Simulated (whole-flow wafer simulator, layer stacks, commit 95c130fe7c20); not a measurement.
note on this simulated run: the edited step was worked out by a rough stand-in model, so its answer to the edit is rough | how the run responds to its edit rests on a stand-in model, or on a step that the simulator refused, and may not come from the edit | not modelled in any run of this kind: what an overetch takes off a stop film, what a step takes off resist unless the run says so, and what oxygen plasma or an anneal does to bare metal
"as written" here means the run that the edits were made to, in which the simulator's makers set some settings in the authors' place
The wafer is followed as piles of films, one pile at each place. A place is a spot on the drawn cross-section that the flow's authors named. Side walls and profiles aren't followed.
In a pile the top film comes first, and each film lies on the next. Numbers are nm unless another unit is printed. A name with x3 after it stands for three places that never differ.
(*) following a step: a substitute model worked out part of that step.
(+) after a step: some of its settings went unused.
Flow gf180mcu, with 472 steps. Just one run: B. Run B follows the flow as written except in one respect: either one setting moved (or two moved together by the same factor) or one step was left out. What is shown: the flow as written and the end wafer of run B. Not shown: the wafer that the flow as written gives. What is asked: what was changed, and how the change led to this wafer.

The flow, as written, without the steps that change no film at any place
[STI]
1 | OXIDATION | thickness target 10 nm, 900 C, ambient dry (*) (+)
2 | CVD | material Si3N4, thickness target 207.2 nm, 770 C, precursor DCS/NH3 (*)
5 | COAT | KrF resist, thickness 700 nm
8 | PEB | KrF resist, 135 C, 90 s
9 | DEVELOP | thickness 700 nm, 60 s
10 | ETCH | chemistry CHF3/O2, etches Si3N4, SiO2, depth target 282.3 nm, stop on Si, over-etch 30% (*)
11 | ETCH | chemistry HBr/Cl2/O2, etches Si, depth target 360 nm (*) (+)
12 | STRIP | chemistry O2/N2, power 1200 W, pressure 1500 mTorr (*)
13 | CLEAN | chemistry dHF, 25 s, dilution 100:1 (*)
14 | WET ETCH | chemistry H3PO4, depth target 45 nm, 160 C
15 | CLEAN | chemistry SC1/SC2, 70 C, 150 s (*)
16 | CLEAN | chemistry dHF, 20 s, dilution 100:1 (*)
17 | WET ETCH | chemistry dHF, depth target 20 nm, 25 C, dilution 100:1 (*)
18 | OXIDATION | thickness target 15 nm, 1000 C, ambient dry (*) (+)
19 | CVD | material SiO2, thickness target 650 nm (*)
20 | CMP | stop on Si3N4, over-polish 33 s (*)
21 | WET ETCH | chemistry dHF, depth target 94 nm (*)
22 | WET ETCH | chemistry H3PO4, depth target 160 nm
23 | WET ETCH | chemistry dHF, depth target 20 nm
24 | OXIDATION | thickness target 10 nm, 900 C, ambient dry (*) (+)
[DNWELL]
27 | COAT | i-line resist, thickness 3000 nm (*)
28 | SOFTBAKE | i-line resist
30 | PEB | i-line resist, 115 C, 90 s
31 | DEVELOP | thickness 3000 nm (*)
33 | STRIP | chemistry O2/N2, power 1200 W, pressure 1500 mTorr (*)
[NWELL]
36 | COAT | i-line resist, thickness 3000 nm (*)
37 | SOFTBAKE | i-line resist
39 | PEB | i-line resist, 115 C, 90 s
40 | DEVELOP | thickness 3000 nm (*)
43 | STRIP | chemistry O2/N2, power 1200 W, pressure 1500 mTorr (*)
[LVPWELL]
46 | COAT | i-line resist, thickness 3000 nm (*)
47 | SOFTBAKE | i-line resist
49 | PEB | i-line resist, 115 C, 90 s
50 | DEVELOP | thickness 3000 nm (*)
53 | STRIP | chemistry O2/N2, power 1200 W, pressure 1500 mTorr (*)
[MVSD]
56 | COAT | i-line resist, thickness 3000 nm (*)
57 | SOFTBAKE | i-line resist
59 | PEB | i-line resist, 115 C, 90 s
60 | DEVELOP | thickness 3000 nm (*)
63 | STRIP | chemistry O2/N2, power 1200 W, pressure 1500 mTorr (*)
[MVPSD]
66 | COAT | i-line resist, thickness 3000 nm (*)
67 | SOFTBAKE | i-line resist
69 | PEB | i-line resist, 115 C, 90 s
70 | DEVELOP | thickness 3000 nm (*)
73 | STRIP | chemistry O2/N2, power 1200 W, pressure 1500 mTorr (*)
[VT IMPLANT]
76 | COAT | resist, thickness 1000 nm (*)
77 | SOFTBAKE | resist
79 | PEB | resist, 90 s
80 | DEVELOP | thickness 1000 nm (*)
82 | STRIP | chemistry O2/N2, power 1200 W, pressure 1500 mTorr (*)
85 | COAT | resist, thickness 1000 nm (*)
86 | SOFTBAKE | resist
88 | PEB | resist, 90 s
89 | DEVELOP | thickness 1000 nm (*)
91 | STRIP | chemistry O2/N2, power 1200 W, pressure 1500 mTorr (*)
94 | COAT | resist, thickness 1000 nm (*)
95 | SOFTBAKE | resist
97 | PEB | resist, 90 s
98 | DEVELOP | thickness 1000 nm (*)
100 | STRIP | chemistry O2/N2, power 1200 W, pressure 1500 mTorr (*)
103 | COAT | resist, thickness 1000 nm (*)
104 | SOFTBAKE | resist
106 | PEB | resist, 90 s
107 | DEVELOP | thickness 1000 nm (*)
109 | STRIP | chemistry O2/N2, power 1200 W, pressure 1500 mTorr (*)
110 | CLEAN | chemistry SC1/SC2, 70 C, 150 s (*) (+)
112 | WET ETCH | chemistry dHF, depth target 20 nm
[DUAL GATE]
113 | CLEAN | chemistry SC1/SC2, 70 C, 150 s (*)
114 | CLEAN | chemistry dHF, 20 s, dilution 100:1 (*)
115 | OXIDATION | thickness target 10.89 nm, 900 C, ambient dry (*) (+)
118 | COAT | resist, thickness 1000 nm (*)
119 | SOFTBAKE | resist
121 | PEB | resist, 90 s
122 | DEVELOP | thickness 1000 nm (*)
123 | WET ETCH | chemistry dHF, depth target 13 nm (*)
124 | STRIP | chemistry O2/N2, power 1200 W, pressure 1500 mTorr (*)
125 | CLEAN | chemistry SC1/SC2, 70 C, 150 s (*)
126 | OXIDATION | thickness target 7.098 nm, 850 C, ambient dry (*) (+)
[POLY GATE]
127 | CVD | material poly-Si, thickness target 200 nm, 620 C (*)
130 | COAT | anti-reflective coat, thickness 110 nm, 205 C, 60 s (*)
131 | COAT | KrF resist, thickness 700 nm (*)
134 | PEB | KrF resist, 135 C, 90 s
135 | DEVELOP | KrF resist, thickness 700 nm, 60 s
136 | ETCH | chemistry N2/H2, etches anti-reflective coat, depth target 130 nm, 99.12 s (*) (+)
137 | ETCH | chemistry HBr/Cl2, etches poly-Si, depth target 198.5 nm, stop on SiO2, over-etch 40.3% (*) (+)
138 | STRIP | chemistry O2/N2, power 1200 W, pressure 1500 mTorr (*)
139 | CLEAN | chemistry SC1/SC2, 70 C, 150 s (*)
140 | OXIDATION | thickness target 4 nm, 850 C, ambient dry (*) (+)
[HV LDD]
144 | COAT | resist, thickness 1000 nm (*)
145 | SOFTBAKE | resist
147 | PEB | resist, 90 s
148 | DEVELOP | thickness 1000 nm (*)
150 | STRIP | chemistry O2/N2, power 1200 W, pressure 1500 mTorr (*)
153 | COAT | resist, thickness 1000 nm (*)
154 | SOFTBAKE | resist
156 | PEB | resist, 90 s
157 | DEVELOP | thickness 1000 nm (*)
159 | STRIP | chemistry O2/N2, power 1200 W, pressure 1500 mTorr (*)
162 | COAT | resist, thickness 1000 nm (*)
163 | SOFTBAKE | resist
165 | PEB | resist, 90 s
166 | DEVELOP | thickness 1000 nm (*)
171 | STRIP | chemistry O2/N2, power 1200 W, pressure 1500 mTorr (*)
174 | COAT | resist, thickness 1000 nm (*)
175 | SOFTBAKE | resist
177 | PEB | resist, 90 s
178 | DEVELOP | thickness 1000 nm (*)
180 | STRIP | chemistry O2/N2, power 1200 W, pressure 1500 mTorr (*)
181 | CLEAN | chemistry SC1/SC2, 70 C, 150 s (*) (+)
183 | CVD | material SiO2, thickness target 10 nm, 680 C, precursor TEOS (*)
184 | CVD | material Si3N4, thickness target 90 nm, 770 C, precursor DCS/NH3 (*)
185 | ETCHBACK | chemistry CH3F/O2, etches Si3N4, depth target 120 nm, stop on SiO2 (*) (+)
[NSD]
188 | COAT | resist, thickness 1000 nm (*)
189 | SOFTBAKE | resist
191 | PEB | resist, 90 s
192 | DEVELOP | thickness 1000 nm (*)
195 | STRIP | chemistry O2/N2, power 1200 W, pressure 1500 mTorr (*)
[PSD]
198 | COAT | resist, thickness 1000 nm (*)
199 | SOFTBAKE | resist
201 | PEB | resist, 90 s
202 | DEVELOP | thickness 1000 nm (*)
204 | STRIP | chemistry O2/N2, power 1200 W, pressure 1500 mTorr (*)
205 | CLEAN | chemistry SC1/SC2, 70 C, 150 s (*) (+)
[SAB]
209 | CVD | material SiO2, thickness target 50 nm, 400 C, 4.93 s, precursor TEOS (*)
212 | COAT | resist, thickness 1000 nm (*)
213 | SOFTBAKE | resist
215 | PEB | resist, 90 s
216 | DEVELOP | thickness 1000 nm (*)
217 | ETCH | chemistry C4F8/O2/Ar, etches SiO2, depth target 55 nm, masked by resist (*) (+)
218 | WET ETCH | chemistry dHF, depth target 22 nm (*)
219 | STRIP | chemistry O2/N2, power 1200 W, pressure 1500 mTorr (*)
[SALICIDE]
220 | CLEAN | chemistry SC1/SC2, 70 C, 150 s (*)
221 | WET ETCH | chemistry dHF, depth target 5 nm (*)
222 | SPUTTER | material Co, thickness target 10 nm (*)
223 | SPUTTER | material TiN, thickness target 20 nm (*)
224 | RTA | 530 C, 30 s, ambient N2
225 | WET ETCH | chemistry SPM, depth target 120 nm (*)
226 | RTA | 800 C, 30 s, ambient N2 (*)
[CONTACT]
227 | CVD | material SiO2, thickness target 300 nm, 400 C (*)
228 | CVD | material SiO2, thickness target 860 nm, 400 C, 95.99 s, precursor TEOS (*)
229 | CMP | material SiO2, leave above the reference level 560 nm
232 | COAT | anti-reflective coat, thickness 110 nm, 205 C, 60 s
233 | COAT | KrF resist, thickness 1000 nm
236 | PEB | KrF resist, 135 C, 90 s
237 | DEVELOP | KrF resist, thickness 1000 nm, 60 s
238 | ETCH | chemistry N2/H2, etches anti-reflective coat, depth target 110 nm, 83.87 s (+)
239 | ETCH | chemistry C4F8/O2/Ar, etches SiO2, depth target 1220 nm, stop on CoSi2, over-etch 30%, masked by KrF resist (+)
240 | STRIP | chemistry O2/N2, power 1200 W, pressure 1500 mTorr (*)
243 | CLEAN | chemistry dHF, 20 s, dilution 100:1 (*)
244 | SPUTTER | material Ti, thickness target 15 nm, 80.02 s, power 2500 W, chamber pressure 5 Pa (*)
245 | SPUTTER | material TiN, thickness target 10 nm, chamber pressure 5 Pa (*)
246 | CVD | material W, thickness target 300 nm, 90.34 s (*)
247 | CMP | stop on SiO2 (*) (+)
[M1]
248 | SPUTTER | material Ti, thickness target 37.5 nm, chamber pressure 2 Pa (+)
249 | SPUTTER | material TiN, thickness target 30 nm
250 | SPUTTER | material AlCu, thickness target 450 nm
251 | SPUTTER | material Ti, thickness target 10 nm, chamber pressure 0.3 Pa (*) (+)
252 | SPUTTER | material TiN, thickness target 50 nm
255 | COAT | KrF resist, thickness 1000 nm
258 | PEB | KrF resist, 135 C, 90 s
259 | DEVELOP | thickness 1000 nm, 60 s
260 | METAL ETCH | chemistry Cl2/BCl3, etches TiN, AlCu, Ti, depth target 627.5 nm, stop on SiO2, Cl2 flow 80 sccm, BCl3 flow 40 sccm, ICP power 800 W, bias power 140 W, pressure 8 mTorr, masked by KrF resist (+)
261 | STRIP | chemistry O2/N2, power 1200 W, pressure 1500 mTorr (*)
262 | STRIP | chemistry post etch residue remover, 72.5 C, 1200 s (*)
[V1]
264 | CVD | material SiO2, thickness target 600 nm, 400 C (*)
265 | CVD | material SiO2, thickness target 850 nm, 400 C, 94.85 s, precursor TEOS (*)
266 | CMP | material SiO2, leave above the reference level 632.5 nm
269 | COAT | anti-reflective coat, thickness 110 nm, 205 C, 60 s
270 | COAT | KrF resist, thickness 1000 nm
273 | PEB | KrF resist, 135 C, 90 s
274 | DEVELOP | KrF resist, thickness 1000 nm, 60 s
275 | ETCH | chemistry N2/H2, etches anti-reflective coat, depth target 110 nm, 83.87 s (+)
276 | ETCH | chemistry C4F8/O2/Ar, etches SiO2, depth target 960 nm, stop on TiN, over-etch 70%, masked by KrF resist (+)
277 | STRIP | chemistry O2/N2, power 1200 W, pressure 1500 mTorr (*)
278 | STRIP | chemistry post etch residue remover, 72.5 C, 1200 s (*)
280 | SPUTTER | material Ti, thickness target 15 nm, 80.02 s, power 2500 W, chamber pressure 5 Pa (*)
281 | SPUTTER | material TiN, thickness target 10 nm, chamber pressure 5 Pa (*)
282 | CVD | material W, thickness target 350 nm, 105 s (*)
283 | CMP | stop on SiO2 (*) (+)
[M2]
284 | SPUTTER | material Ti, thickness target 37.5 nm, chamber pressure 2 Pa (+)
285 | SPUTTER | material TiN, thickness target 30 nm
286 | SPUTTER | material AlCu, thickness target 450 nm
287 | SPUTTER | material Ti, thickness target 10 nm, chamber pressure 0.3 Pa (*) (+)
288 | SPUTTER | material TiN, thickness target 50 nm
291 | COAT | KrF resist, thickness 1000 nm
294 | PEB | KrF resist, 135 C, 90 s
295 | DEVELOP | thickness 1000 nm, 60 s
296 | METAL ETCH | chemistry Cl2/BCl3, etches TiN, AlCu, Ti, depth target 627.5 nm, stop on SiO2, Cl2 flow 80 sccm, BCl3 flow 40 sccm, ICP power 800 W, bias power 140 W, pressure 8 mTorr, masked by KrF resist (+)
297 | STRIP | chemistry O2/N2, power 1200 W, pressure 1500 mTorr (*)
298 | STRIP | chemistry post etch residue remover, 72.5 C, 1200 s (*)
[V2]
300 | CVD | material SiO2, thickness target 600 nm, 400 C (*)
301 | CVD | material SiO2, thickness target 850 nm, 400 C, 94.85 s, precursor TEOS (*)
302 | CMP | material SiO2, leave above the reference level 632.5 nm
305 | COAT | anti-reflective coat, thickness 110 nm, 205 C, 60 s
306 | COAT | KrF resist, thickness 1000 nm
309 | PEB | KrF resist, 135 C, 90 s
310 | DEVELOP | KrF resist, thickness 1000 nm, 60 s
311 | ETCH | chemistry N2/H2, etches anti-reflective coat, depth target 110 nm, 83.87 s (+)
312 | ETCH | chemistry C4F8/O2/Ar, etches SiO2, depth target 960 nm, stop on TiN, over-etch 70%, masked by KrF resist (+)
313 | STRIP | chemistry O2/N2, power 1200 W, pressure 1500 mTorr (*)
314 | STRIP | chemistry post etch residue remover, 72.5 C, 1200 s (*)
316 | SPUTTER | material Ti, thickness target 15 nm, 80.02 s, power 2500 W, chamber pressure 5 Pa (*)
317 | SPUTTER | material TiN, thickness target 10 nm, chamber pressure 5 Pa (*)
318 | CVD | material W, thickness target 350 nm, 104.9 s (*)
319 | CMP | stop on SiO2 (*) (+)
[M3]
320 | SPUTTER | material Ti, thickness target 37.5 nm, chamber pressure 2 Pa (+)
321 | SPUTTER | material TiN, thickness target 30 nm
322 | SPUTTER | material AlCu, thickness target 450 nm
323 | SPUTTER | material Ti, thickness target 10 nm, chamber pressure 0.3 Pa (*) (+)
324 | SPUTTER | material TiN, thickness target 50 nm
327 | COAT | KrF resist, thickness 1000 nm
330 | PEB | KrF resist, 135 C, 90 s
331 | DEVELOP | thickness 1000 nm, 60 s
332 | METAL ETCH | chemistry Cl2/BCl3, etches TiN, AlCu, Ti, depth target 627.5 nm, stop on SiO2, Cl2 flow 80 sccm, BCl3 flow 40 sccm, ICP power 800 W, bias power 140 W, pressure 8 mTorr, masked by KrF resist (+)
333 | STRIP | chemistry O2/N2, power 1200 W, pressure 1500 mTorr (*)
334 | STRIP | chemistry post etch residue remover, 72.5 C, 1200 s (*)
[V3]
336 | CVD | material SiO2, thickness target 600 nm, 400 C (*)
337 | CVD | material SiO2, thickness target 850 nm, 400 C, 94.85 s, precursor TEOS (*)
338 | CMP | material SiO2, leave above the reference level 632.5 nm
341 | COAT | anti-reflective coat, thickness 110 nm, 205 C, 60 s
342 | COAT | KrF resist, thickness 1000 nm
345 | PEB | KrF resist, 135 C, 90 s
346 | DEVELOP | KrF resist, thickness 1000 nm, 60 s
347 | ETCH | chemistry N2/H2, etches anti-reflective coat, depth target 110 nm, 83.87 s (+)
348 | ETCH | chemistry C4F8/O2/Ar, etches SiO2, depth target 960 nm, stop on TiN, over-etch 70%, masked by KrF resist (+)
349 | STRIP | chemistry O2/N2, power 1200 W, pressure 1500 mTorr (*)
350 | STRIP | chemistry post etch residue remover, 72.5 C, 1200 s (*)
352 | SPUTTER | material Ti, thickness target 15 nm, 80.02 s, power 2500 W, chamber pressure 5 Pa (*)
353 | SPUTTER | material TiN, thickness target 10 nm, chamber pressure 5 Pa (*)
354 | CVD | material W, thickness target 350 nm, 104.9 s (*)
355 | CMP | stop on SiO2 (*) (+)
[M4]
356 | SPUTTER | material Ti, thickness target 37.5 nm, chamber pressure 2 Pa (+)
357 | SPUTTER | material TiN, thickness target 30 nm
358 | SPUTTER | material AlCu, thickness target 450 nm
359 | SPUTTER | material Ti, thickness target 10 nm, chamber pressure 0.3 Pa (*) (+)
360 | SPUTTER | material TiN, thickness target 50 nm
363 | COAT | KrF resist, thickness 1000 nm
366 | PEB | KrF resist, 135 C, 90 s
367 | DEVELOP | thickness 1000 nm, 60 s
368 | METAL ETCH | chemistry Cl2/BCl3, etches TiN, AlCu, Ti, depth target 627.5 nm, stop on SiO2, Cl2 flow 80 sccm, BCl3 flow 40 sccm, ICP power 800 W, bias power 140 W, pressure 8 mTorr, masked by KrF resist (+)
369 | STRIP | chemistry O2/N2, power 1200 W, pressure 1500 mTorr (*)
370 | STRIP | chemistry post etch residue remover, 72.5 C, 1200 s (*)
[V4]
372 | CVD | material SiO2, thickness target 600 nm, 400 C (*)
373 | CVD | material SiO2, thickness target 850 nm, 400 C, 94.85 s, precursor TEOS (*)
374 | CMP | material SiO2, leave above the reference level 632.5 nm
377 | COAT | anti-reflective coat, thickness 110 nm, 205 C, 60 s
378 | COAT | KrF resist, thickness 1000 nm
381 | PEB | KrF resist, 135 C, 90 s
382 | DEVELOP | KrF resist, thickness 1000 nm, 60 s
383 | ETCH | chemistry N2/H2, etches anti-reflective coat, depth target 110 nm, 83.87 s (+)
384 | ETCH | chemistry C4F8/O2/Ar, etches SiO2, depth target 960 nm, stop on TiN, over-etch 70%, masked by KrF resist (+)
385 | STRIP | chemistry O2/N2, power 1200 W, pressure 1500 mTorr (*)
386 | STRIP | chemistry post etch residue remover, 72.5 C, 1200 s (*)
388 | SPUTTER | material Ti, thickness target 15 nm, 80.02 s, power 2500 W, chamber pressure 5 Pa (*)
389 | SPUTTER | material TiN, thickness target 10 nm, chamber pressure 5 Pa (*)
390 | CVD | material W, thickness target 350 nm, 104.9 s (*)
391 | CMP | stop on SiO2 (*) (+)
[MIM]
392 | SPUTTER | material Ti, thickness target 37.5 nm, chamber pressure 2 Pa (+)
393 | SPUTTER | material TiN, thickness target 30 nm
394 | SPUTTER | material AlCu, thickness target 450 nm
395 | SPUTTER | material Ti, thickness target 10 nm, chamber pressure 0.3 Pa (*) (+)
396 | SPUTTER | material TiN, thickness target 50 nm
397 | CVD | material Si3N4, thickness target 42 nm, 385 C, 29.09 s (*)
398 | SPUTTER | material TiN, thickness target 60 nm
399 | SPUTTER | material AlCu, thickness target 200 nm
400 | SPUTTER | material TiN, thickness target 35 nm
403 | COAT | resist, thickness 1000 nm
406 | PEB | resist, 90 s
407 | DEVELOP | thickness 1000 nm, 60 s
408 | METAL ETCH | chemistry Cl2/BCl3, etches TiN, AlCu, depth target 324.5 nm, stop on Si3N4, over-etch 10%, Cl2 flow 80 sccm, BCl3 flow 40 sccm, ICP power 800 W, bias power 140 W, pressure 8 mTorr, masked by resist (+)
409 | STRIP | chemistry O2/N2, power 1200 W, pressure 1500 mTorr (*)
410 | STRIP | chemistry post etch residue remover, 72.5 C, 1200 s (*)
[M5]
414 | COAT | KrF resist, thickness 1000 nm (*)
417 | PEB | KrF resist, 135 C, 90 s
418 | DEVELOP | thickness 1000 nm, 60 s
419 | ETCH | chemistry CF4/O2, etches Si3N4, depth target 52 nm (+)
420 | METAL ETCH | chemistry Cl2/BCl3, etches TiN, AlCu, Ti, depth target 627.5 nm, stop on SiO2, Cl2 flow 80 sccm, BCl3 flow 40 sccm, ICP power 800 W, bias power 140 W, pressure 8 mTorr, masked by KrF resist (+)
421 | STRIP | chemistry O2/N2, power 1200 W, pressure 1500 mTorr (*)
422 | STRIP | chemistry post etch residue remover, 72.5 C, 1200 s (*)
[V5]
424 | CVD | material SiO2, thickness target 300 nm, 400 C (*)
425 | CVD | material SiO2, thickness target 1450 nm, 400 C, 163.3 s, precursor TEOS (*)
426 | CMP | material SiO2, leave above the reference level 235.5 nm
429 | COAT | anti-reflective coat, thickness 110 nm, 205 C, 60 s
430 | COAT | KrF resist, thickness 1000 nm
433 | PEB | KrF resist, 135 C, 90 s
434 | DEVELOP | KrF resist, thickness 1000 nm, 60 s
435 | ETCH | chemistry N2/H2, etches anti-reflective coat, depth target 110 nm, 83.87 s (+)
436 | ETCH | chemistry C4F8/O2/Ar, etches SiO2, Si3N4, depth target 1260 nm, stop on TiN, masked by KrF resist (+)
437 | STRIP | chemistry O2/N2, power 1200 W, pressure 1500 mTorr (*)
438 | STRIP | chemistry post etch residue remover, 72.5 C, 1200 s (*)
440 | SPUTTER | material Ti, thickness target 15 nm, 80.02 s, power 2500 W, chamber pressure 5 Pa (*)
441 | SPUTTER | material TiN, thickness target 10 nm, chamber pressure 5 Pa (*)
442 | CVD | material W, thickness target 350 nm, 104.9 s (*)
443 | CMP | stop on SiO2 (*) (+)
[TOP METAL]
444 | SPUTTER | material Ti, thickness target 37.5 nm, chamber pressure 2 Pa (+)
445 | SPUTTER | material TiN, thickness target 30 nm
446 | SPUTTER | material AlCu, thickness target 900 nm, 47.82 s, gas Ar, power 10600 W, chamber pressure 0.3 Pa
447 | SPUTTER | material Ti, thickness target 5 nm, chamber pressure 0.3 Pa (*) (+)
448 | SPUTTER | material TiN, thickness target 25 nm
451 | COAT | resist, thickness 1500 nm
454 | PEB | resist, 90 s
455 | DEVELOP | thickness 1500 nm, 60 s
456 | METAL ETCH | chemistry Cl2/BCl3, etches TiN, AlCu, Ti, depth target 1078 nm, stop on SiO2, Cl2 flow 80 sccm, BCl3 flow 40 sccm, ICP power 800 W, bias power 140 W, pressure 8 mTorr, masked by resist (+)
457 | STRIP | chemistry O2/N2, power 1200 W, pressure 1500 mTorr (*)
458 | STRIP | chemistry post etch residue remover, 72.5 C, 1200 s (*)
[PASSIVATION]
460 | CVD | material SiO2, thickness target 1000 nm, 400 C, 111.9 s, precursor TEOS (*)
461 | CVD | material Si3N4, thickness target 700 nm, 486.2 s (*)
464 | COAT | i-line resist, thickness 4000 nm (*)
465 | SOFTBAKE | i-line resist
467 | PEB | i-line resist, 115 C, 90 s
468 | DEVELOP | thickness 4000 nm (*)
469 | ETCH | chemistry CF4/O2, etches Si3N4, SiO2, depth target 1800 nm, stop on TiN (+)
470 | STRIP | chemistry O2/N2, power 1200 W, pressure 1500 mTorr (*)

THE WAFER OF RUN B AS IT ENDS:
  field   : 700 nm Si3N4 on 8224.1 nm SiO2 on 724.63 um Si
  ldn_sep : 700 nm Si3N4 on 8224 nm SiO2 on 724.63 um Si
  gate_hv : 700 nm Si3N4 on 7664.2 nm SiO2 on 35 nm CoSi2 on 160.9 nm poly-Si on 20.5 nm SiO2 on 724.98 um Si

What caused this: step 24, OXIDATION: 1020 C was run, though the flow has 900 C.

The path from the change to this, step by step:
  24 | OXIDATION | thickness target 10 nm, 900 C, ambient dry (*) (+)
      active, n_well, p_well and 40 more: +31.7 SiO2 (new film), -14 Si (in the flow as written it would be: +10 SiO2 (new film), -4.4 Si)
      sti, mim_1p0, pad and 17 more: +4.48 SiO2, -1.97 Si (in the flow as written it would be: +1.02 SiO2, -0.45 Si)
      (and at 17 other places as well)
  28 | SOFTBAKE | i-line resist
      field: +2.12 i-line resist (in the flow as written it would be: +3.04 i-line resist)
      field_sub: +1.8 i-line resist (in the flow as written it would be: +2.58 i-line resist)
      (and at 41 other places as well)
  37 | SOFTBAKE | i-line resist
      field: +2.12 i-line resist (in the flow as written it would be: +3.04 i-line resist)
      field_sub: +1.8 i-line resist (in the flow as written it would be: +2.58 i-line resist)
      (and at 41 other places as well)
  47 | SOFTBAKE | i-line resist
      field: +2.12 i-line resist (in the flow as written it would be: +3.04 i-line resist)
      field_sub: +1.8 i-line resist (in the flow as written it would be: +2.58 i-line resist)
      (and at 41 other places as well)
  57 | SOFTBAKE | i-line resist
      field: +2.12 i-line resist (in the flow as written it would be: +3.04 i-line resist)
      field_sub: +1.8 i-line resist (in the flow as written it would be: +2.58 i-line resist)
      (and at 41 other places as well)
  67 | SOFTBAKE | i-line resist
      field: +2.12 i-line resist (in the flow as written it would be: +3.04 i-line resist)
      field_sub: +1.8 i-line resist (in the flow as written it would be: +2.58 i-line resist)
      (and at 41 other places as well)
  112 | WET ETCH | chemistry dHF, depth target 20 nm
      active, n_well, p_well and 40 more: -20 SiO2 (in the flow as written it would be: -9.66 SiO2 (all of it))
  113 | CLEAN | chemistry SC1/SC2, 70 C, 150 s (*)
      active, n_well, p_well and 40 more: -0.34 SiO2 (in the flow as written it would be: +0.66 chemical SiO2 (new film), -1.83 Si)
  114 | CLEAN | chemistry dHF, 20 s, dilution 100:1 (*)
      active, n_well, p_well and 40 more: -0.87 SiO2 (in the flow as written it would be: -0.66 chemical SiO2 (all of it))
  115 | OXIDATION | thickness target 10.89 nm, 900 C, ambient dry (*) (+)
      active, n_well, p_well and 40 more: +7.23 SiO2, -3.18 Si (in the flow as written it would be: +10.9 SiO2 (new film), -4.79 Si)
  123 | WET ETCH | chemistry dHF, depth target 13 nm (*)
      active, n_well, p_well and 12 more: -13 SiO2 (in the flow as written it would be: -10.9 SiO2 (all of it))
  124 | STRIP | chemistry O2/N2, power 1200 W, pressure 1500 mTorr (*)
      active, n_well, p_well and 12 more: nothing (in the flow as written it would be: +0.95 chemical SiO2 (new film), -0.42 Si)
  126 | OXIDATION | thickness target 7.098 nm, 850 C, ambient dry (*) (+)
      active, n_well, p_well and 12 more: +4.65 SiO2, -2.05 Si (in the flow as written it would be: +7.1 SiO2 (new film), -0.76 chemical SiO2 (all of it), -2.79 Si)
  130 | COAT | anti-reflective coat, thickness 110 nm, 205 C, 60 s (*)
      p_well, spacer, sd_n: +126 anti-reflective coat (new film) (in the flow as written it would be: +121 anti-reflective coat (new film))
      gate, sd_p: +120 anti-reflective coat (new film) (in the flow as written it would be: +117 anti-reflective coat (new film))
      (and at 9 other places as well)
  136 | ETCH | chemistry N2/H2, etches anti-reflective coat, depth target 130 nm, 99.12 s (*) (+)
      p_well, spacer, sd_n: -126 anti-reflective coat (all of it), -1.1 poly-Si (in the flow as written it would be: -121 anti-reflective coat (all of it), -1.23 poly-Si)
      active: -120.3 anti-reflective coat (all of it), -1.25 poly-Si (in the flow as written it would be: -117.2 anti-reflective coat (all of it), -1.33 poly-Si)
      (and at 8 other places as well)
  138 | STRIP | chemistry O2/N2, power 1200 W, pressure 1500 mTorr (*)
      gate: +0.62 chemical SiO2 (new film), -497 KrF resist (all of it), -120 anti-reflective coat (all of it), -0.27 poly-Si (in the flow as written it would be: +0.62 chemical SiO2 (new film), -496.5 KrF resist (all of it), -117 anti-reflective coat (all of it), -0.27 poly-Si)
      gate_p: +0.62 chemical SiO2 (new film), -496.7 KrF resist (all of it), -119.9 anti-reflective coat (all of it), -0.27 poly-Si (in the flow as written it would be: +0.62 chemical SiO2 (new film), -496.2 KrF resist (all of it), -117 anti-reflective coat (all of it), -0.27 poly-Si)
  ... 4 further steps ...
  229 | CMP | material SiO2, leave above the reference level 560 nm
      ldn_sep__w1, ldn_sep__w2, ldn_dft and 8 more: -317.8 SiO2 (in the flow as written it would be: -311.1 SiO2)
      sti, mim_1p0, pad, dice_street, iso_nw_fld, iso_fld_sub: -303.6 SiO2 (in the flow as written it would be: -297 SiO2)
      (and at 36 other places as well)
